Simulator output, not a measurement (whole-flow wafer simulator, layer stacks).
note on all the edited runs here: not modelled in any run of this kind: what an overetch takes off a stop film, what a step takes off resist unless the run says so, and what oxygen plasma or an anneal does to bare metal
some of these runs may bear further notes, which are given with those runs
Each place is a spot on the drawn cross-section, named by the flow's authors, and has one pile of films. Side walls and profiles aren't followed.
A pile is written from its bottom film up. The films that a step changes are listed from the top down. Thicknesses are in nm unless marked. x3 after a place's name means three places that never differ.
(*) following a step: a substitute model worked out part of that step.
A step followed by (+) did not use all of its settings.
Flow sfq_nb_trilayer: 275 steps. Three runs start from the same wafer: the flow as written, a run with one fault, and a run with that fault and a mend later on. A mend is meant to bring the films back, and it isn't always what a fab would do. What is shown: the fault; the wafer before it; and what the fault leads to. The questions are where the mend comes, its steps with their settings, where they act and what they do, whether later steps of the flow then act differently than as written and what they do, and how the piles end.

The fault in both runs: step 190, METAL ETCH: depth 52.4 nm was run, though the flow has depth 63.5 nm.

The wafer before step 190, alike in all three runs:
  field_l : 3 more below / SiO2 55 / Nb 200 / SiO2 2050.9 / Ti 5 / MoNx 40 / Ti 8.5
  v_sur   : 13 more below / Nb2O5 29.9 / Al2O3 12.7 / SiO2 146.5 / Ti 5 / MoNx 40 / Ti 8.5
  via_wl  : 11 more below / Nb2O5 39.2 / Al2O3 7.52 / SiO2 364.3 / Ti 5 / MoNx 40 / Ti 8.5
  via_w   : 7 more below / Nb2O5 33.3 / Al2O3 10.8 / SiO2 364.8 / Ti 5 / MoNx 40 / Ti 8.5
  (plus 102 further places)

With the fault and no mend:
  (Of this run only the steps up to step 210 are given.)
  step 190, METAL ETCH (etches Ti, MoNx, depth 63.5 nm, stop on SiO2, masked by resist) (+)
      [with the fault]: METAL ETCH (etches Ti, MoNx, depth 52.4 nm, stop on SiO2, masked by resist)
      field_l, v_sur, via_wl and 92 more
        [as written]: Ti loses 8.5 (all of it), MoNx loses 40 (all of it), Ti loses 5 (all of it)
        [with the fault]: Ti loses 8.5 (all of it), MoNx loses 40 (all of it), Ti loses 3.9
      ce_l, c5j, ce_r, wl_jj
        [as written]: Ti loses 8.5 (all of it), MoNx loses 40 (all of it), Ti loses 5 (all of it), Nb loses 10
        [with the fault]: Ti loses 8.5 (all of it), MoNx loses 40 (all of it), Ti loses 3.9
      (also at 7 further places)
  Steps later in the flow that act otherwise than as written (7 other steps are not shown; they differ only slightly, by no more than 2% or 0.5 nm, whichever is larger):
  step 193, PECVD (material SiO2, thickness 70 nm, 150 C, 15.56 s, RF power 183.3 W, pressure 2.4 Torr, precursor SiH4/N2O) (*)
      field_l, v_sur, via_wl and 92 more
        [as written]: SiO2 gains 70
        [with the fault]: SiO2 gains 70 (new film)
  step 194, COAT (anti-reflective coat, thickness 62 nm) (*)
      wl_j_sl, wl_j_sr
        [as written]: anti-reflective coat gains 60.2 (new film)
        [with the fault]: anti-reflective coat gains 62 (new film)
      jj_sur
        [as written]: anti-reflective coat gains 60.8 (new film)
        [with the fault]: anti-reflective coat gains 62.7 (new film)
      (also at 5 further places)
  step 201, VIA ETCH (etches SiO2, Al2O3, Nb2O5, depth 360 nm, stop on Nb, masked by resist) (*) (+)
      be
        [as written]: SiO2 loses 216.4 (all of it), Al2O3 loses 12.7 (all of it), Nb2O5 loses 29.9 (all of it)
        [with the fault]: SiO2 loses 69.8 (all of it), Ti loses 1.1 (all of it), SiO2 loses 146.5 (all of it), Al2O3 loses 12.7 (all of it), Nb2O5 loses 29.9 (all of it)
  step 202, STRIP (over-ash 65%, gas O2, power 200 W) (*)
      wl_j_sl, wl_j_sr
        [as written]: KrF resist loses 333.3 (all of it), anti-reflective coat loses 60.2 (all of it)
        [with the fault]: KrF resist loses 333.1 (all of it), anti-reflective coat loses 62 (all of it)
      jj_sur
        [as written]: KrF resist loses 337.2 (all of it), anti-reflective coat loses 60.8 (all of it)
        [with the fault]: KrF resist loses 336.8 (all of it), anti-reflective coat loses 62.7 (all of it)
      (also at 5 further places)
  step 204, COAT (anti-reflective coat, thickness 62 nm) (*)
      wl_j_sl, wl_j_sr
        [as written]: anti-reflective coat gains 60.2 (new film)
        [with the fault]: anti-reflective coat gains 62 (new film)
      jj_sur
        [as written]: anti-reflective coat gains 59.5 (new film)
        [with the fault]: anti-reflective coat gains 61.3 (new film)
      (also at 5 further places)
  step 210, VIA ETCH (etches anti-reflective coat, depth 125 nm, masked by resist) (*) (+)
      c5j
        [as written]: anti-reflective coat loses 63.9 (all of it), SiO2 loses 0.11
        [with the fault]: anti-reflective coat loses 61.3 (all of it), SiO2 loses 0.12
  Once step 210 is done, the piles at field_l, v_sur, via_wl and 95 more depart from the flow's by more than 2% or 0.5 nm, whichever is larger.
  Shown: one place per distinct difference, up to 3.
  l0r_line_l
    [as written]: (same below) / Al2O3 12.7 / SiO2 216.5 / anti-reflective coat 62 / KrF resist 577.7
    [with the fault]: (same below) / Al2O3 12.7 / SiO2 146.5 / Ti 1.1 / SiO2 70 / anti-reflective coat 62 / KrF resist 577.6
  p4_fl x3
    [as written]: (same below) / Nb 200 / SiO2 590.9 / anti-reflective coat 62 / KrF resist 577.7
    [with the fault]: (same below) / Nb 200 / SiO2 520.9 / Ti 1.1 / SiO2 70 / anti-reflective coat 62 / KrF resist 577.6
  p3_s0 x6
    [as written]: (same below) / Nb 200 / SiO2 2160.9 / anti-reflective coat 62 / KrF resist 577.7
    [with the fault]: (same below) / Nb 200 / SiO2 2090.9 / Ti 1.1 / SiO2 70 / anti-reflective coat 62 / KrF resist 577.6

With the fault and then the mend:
  The mend stands after step 190.
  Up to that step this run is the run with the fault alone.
  step 190a, METAL ETCH (etches Ti, MoNx, depth 11.1 nm, stop on SiO2, masked by resist) (+) (a further turn of the flow's step 190, with different settings)
      field_l, v_sur, via_wl and 92 more
        Ti loses 1.1 (all of it)
      be_r, r_sur, res, r_end, r5r_line_l, r5r_line_c, r5r_line_r
        KrF resist loses 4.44
      ce_l, c5j, ce_r, wl_jj
        Ti loses 1.1 (all of it), Nb loses 10
  Every later step of the flow that is run acts as written at every place that is followed.
  At every place that both follow, the piles at the end match the flow's.
